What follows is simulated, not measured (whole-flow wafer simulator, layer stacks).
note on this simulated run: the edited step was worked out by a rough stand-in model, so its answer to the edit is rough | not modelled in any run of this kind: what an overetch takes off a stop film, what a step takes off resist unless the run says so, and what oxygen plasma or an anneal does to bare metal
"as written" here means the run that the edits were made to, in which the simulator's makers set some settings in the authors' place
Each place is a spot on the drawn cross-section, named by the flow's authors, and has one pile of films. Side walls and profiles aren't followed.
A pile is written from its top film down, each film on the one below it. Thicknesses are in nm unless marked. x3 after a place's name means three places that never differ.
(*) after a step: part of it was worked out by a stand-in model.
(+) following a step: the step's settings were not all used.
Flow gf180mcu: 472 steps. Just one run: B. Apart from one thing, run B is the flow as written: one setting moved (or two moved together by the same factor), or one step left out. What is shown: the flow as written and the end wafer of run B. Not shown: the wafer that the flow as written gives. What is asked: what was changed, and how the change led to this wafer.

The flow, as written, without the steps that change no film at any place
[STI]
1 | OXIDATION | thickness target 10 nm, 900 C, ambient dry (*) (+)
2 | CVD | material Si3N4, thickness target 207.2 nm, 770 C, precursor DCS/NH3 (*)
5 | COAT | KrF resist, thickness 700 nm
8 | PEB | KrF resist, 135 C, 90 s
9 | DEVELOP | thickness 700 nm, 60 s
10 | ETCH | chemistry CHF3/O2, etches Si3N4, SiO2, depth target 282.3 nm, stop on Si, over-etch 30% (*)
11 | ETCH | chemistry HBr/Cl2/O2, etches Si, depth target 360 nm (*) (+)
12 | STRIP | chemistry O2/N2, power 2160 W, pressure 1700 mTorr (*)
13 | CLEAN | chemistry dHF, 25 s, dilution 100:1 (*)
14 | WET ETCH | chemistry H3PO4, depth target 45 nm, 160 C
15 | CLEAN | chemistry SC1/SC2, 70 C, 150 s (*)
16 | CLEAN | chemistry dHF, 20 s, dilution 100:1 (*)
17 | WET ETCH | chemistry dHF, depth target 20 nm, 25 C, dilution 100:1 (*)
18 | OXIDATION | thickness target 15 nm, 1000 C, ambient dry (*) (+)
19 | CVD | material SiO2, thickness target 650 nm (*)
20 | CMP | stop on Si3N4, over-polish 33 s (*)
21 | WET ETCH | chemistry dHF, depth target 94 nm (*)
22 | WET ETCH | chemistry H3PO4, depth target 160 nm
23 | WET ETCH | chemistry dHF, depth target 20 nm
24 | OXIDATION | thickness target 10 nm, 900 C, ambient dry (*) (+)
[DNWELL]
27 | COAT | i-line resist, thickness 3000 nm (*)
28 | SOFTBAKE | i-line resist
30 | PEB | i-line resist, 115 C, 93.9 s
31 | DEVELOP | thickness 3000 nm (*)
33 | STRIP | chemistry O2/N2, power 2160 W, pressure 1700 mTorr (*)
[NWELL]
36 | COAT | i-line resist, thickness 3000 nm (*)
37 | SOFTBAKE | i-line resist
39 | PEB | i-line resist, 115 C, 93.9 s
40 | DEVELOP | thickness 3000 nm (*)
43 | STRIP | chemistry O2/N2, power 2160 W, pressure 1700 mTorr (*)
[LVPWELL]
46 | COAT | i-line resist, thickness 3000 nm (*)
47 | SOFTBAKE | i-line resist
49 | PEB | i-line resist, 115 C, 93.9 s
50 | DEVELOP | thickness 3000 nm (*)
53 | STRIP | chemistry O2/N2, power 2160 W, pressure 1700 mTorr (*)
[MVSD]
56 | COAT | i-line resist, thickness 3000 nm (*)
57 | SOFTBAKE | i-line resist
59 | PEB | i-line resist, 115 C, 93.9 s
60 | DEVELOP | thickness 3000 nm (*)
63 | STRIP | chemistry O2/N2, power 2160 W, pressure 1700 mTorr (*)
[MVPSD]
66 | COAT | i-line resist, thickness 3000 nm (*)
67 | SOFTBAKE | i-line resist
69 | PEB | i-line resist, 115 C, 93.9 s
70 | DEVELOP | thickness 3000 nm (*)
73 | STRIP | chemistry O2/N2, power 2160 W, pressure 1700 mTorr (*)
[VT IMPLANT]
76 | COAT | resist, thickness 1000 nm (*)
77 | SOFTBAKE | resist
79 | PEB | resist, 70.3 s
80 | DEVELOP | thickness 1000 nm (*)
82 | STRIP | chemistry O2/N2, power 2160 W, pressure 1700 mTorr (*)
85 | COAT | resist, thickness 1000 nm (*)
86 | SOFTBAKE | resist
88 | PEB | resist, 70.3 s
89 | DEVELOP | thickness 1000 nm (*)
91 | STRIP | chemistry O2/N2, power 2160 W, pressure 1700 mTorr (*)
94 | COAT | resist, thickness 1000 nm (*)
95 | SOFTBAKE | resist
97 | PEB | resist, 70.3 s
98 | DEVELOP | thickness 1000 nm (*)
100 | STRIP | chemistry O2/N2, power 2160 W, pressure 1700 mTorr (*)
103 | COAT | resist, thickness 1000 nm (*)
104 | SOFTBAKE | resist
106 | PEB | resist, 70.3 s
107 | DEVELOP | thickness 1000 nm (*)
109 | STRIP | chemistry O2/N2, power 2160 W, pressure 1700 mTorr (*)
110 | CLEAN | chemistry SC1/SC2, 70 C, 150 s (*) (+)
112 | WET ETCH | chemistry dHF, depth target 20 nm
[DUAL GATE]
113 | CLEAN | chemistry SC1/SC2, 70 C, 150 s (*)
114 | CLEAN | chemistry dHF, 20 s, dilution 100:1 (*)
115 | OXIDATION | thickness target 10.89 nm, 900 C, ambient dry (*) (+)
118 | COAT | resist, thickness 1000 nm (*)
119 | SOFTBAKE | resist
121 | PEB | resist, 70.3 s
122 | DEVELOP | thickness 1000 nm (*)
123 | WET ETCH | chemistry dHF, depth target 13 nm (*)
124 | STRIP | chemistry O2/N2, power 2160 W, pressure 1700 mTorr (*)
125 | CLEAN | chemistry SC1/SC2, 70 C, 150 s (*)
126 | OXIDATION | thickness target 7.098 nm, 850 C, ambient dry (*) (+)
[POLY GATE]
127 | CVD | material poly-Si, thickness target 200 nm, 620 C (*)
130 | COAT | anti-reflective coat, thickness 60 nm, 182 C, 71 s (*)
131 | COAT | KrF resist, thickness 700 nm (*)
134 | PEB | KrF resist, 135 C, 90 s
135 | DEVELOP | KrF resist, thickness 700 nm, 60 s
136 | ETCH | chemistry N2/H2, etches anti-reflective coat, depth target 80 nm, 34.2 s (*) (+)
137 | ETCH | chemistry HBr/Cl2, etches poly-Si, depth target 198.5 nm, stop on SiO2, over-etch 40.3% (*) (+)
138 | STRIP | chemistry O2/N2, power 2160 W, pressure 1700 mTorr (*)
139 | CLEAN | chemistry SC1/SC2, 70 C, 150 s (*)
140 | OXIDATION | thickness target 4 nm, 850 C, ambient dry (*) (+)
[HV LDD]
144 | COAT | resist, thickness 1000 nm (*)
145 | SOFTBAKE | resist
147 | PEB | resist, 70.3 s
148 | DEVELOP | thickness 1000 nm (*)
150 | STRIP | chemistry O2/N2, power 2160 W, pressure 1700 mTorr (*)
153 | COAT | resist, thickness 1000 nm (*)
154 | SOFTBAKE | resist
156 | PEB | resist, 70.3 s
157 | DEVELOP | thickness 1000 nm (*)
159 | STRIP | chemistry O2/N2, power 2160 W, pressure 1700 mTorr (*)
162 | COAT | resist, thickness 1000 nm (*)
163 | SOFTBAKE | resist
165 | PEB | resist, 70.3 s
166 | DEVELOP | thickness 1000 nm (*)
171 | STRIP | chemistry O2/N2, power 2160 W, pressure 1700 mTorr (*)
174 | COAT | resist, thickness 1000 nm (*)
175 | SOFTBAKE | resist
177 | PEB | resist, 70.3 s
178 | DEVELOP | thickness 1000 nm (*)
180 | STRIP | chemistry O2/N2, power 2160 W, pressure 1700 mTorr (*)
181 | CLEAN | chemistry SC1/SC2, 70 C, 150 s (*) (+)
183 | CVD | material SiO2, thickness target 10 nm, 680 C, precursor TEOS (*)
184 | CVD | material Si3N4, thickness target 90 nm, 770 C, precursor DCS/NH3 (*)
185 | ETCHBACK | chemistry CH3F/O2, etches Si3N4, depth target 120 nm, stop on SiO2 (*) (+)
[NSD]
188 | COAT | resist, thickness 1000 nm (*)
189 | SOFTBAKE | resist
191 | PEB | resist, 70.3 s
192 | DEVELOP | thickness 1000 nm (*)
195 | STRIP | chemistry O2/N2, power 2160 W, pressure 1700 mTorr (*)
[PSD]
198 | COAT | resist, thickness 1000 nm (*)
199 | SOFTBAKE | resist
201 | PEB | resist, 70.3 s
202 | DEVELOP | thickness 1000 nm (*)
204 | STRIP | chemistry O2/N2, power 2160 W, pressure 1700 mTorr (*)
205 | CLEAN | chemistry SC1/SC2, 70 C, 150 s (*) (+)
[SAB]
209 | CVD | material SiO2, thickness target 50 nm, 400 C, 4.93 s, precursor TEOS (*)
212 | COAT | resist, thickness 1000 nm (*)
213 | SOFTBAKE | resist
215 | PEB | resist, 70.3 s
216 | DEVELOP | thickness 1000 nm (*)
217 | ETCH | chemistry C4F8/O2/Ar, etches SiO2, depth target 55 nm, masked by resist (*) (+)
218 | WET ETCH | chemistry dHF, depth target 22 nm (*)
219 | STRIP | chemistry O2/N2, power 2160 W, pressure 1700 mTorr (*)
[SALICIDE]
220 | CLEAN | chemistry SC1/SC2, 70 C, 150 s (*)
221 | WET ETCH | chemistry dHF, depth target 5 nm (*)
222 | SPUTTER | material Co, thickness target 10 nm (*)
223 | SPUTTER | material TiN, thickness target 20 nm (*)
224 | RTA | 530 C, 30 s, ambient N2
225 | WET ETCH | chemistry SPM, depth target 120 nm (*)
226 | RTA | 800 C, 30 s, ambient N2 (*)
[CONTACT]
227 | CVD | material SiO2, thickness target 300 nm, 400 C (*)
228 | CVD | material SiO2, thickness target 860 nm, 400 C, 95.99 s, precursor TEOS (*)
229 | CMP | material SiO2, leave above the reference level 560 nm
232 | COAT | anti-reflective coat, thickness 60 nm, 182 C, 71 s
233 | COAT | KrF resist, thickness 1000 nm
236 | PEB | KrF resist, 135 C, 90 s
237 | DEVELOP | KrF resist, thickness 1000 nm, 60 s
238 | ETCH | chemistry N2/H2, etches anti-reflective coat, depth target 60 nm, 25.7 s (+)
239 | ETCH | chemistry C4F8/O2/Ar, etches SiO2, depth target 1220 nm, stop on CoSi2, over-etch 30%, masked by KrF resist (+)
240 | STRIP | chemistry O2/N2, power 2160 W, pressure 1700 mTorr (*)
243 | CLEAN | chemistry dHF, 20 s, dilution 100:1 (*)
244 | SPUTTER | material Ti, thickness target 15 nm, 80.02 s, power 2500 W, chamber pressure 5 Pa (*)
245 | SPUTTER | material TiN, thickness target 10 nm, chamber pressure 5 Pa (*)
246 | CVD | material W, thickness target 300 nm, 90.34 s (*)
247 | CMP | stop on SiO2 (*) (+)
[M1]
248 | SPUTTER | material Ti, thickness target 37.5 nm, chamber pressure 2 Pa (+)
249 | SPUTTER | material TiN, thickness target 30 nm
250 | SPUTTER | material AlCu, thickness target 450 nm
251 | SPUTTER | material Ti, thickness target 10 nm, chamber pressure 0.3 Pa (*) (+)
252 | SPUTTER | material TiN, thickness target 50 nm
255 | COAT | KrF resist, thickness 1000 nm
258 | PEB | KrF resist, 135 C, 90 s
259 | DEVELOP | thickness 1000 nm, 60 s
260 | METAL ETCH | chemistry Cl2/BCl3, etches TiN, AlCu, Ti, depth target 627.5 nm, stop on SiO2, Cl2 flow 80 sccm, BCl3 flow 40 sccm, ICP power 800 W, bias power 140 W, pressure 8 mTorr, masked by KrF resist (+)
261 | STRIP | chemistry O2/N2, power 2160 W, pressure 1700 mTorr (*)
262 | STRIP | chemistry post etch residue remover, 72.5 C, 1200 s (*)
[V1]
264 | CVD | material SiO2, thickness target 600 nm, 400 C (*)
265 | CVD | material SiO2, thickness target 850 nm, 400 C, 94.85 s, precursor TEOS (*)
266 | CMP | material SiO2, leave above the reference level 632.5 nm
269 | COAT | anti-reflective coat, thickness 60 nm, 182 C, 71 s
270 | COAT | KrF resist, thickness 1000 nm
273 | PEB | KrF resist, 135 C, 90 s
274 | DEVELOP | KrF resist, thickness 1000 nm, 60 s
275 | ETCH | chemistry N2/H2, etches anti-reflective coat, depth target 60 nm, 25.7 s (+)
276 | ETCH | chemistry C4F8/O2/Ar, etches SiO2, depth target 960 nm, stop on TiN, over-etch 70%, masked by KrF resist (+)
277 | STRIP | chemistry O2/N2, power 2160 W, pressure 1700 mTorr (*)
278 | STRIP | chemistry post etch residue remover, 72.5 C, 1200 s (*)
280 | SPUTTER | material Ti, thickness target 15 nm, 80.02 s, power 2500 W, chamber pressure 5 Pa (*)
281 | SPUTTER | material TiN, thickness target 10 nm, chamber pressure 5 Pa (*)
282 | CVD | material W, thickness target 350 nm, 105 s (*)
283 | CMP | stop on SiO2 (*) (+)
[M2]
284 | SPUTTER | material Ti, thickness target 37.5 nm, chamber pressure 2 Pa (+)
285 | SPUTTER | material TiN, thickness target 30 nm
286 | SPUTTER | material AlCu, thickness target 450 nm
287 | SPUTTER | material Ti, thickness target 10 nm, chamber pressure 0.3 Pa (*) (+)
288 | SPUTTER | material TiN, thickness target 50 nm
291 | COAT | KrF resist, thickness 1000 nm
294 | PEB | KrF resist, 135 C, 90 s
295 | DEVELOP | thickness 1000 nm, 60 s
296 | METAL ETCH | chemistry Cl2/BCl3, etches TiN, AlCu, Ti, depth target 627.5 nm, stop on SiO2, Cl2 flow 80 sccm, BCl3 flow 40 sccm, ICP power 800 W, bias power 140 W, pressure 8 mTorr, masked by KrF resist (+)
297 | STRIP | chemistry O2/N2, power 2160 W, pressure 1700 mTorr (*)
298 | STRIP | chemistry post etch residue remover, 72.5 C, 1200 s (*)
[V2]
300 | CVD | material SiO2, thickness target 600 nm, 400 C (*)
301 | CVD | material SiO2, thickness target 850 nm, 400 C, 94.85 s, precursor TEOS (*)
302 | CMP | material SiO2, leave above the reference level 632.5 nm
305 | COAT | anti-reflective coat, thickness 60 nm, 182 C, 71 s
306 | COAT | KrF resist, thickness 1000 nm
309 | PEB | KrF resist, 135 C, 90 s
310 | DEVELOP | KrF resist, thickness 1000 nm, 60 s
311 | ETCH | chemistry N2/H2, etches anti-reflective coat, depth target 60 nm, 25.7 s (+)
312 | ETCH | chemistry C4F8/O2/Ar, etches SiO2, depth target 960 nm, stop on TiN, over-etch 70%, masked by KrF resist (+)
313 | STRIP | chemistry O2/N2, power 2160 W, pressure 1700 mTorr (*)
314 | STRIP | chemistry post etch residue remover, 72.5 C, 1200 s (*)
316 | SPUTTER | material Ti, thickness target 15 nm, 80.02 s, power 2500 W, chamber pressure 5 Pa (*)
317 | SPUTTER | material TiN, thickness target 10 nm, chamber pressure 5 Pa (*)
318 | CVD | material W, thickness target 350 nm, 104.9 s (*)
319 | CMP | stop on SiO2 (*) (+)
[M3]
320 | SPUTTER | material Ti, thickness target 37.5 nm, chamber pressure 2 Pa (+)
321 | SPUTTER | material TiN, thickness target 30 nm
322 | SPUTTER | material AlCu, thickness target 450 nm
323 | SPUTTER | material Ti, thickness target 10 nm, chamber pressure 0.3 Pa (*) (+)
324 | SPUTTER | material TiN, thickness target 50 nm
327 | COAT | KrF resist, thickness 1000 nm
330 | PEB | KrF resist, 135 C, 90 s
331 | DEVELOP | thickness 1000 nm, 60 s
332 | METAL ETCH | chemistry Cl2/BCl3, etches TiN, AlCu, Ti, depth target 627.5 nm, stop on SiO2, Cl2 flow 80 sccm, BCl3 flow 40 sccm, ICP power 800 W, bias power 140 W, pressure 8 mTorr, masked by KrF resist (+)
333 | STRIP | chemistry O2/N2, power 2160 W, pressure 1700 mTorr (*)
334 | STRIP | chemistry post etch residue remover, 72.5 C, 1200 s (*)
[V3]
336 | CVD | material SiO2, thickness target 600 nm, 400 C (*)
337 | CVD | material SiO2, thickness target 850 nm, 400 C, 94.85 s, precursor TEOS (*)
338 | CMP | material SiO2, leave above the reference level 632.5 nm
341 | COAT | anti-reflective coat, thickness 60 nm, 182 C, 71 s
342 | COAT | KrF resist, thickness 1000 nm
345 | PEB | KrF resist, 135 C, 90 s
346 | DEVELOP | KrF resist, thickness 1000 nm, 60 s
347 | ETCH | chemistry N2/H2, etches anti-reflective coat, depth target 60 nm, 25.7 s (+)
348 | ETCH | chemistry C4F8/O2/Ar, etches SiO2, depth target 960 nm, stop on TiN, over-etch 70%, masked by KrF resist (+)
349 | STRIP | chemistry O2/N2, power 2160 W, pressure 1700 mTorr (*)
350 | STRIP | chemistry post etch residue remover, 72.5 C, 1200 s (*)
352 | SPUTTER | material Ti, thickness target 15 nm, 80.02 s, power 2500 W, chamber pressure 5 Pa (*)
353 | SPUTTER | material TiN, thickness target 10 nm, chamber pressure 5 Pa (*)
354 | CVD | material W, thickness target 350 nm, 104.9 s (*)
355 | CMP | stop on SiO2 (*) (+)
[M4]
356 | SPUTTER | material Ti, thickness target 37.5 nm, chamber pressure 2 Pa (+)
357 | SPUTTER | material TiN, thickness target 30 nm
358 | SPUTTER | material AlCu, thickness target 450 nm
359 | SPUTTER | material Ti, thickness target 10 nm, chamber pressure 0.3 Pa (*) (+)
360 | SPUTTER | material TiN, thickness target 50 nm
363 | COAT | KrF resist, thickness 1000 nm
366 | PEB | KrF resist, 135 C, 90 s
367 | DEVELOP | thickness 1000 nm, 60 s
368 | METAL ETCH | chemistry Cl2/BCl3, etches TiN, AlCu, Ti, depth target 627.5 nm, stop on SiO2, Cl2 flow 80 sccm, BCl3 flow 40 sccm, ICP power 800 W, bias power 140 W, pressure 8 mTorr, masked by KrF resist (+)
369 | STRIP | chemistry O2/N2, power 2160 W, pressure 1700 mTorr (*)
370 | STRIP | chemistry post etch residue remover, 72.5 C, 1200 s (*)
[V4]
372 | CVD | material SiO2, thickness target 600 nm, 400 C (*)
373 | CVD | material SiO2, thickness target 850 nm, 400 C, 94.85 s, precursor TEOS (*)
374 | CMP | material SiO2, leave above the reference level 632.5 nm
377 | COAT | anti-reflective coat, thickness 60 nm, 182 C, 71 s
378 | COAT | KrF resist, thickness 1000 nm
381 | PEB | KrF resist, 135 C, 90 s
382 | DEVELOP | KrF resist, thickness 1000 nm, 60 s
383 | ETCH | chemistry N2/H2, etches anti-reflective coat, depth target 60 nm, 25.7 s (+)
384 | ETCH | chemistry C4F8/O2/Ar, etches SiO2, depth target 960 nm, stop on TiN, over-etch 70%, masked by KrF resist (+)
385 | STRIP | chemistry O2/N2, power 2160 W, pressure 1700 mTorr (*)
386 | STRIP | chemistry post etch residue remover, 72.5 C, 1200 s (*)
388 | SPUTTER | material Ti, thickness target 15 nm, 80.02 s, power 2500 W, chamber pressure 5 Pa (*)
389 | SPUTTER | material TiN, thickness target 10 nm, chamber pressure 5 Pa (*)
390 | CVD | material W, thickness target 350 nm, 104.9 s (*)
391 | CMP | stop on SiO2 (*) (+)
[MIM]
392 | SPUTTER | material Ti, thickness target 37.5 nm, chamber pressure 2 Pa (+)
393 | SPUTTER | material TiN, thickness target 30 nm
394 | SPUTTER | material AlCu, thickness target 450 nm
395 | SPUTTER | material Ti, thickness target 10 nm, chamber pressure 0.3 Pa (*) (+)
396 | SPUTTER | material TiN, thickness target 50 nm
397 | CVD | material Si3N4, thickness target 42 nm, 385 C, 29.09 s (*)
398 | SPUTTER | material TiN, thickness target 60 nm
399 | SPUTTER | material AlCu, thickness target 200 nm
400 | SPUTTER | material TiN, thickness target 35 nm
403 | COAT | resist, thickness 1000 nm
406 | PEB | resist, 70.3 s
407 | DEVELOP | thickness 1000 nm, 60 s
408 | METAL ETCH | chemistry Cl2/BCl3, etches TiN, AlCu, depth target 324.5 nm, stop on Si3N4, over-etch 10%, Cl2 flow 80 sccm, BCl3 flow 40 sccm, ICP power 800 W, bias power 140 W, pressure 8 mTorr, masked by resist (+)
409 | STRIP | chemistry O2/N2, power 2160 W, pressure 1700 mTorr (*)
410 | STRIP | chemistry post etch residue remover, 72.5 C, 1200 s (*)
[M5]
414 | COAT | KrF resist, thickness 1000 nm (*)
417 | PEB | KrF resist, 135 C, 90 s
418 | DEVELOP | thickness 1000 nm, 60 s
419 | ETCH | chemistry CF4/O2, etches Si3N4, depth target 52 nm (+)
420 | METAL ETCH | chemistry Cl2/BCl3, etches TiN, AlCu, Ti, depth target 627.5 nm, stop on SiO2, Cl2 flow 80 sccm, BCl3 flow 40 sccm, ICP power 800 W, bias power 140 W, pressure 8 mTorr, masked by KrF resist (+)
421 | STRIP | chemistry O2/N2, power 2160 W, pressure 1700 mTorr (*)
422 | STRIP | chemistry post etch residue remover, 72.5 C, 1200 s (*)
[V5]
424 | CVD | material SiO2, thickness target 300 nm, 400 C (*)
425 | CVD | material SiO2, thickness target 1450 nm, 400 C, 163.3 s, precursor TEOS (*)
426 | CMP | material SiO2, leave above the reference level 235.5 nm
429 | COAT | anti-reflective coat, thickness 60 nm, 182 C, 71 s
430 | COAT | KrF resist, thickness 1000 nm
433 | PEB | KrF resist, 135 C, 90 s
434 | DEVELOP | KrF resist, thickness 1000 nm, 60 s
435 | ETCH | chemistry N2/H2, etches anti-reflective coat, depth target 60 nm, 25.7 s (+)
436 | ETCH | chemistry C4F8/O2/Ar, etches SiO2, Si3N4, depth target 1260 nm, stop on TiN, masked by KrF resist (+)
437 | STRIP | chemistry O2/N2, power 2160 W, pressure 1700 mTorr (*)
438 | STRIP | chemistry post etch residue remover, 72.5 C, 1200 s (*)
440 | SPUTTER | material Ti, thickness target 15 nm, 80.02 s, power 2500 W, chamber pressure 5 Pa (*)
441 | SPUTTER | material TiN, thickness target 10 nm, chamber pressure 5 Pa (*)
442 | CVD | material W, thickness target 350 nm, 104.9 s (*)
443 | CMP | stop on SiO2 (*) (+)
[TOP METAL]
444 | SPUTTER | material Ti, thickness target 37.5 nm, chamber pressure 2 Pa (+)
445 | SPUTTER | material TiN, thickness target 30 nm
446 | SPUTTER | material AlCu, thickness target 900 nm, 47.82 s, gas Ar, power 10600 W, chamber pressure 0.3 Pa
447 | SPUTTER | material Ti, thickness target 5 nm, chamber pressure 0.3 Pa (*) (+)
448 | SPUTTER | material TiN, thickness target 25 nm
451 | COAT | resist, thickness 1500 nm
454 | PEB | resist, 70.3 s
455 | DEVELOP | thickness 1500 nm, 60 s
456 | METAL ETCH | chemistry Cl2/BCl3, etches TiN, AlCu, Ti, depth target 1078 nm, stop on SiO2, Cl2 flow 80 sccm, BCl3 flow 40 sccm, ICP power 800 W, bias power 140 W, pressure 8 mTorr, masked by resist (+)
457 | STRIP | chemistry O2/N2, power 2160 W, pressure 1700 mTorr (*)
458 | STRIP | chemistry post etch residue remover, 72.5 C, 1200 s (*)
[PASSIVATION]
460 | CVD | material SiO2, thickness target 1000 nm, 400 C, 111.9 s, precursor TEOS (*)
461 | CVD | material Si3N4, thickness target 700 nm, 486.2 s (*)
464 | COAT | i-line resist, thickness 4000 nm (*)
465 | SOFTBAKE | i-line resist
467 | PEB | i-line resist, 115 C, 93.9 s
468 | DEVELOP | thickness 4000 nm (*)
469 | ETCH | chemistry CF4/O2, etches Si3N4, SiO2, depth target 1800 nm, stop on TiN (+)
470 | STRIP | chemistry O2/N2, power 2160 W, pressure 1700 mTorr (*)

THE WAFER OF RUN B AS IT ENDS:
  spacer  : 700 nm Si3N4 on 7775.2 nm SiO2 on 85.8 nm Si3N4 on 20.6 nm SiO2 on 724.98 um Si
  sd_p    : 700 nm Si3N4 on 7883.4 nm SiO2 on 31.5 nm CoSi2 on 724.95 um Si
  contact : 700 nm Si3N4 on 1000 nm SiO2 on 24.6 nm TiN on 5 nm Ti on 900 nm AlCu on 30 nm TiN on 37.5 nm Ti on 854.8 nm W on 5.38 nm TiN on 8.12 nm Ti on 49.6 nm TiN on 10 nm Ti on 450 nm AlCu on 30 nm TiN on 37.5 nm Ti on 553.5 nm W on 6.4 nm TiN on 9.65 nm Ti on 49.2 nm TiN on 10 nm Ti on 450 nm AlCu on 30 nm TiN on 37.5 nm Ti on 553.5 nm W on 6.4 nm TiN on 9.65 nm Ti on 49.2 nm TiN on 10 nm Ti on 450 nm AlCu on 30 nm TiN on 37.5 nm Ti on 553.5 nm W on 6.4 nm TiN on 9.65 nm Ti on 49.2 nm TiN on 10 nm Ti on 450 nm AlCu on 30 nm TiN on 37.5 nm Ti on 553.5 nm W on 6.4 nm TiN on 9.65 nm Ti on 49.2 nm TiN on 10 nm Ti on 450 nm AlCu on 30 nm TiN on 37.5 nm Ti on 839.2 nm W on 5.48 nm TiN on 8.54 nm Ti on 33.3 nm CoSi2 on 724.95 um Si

What caused this: step 183, CVD: thickness target 13.4 nm was run, though the flow has thickness target 10 nm.

The path from the change to this, step by step:
  183 | CVD | material SiO2, thickness target 10 nm, 680 C, precursor TEOS (*)
      field, field__w1, field__w2 and 99 more: +13.4 SiO2 (it would be, as written: +10 SiO2)
      ld_drift_p: +13.2 SiO2 (it would be, as written: +9.87 SiO2)
      (as well as at 1 more place)
  189 | SOFTBAKE | resist
      field__w9: -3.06 resist (it would be, as written: +6.92 resist)
  199 | SOFTBAKE | resist
      field__w9: -3.06 resist (it would be, as written: +6.92 resist)
  218 | WET ETCH | chemistry dHF, depth target 22 nm (*)
      gate, gate_hv, gate_p and 23 more: -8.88 SiO2 (all of it) (it would be, as written: -5.48 SiO2 (all of it))
      active, p_well, sd_n, iso_ptap_pw, iso_ntap_nw, iso_ptap_sub, vpnp_e: -12.4 SiO2 (all of it) (it would be, as written: -9.01 SiO2 (all of it))
      (as well as at 17 more places)
